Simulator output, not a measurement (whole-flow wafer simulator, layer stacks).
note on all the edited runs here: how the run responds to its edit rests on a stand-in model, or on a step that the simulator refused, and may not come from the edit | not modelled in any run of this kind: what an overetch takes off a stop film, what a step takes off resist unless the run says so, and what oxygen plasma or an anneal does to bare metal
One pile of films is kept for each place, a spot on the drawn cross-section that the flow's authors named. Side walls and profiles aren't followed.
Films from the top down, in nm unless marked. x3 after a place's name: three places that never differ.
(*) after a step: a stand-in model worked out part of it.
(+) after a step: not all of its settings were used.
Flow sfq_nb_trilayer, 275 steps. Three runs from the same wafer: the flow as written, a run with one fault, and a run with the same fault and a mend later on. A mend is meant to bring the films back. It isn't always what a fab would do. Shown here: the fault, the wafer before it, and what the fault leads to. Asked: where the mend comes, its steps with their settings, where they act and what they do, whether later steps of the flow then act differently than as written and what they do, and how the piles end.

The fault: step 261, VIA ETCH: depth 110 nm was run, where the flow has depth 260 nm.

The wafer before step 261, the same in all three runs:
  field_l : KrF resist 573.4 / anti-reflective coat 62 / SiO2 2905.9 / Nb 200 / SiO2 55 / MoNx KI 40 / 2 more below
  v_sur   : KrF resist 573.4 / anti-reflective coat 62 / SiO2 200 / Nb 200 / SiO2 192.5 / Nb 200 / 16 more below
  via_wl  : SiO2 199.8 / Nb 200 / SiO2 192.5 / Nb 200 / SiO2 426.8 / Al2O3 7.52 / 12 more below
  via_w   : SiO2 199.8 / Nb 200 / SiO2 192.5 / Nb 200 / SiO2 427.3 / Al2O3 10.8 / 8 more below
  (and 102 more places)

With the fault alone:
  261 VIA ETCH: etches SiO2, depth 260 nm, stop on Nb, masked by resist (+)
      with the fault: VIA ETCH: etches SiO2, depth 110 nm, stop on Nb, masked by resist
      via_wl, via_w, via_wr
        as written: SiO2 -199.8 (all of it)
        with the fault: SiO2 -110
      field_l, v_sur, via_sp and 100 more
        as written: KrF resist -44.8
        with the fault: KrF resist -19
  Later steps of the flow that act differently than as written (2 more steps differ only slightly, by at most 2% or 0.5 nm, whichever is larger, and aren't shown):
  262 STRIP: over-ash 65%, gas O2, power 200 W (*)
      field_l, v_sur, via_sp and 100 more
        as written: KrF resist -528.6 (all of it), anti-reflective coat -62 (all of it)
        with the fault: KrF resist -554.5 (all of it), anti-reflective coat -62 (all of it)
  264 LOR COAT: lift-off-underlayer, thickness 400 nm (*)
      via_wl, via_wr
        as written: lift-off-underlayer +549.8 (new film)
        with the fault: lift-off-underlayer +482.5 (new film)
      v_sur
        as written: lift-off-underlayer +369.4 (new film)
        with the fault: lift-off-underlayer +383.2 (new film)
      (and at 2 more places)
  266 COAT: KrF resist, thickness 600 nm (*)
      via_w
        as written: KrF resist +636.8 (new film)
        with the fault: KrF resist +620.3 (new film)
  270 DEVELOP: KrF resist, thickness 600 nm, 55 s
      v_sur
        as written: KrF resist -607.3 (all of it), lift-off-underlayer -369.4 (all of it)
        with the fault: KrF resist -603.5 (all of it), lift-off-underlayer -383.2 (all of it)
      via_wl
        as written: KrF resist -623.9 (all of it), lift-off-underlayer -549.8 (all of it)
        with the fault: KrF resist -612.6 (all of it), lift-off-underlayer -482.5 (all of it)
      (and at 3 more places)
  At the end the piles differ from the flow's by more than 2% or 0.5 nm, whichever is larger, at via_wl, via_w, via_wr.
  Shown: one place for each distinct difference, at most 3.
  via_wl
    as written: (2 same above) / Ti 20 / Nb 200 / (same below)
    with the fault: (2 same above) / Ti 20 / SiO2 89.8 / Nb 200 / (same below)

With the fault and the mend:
  The mend comes after step 262.
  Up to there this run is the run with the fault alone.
  262a COAT: anti-reflective coat, thickness 62 nm (*) (the flow's step 254 once more)
      p4_fl x3, p4_w1 x9, p4_g1 x2 and 63 more
        anti-reflective coat +62 (new film)
      ce_r, sp_r, be_r and 12 more
        anti-reflective coat +61.9 (new film)
      be_sur, gap, jj_sur, ce_l, c5j
        anti-reflective coat +61.8 (new film)
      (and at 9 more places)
  262b COAT: KrF resist, thickness 650 nm (*) (the flow's step 255 once more)
      p4_fl x3, p4_w1 x9, p4_g1 x2 and 63 more
        KrF resist +650 (new film)
      r_end, moat, field_r and 6 more
        KrF resist +649.5 (new film)
      be_r, r_sur, res, l0v
        KrF resist +649.4 (new film)
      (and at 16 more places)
  262c SOFTBAKE: KrF resist (the flow's step 256 once more)
      changes no film at any place that is followed
  262d EXPOSE: photomask I7, dose 11.93 mJ/cm2, NA 0.6, wavelength 248 nm (*) (the flow's step 257 once more)
      changes no film at any place that is followed
  262e PEB: KrF resist, 90 s (the flow's step 258 once more)
      jj_sur, ce_l, c5j and 92 more
        KrF resist -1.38
      via_sp, via_v, wire, be, be_sur, gap
        KrF resist -1.37
      via_wl, via_wr
        KrF resist -1.49
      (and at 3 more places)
  262f DEVELOP: KrF resist, thickness 650 nm, 60 s (the flow's step 259 once more)
      field_l, v_sur, via_sp and 100 more
        KrF resist -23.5
      via_wl
        KrF resist -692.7 (all of it)
      via_w
        KrF resist -715.3 (all of it)
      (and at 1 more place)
  262g VIA ETCH: etches anti-reflective coat, depth 125 nm, masked by resist (+) (the flow's step 260 once more)
      field_l, v_sur, via_sp and 100 more
        KrF resist -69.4
      via_wl, via_wr
        anti-reflective coat -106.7 (all of it)
      via_w
        anti-reflective coat -80.9 (all of it), SiO2 -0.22
  262h VIA ETCH: etches SiO2, depth 150 nm, stop on Nb, masked by resist (+) (the flow's step 261 once more, with other settings)
      field_l, v_sur, via_sp and 100 more
        KrF resist -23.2
      via_wl, via_wr
        SiO2 -89.8 (all of it)
      via_w
        SiO2 -89.6 (all of it)
  262i STRIP: over-ash 65%, gas O2, power 200 W (*) (the flow's step 262 once more)
      p4_fl x3, p4_w1 x9, p4_g1 x2 and 63 more
        KrF resist -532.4 (all of it), anti-reflective coat -62 (all of it)
      field_r, lsp_l, ln_m5, lsp_m, ln_m6, lsp_r
        KrF resist -532 (all of it), anti-reflective coat -61.9 (all of it)
      res, r_end, moat, l0_sur, l0v
        KrF resist -531.9 (all of it), anti-reflective coat -61.9 (all of it)
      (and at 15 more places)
  No later step of the flow acts differently than as written at any place that is followed.
  At the end the piles are the same as the flow's at every place that both follow.
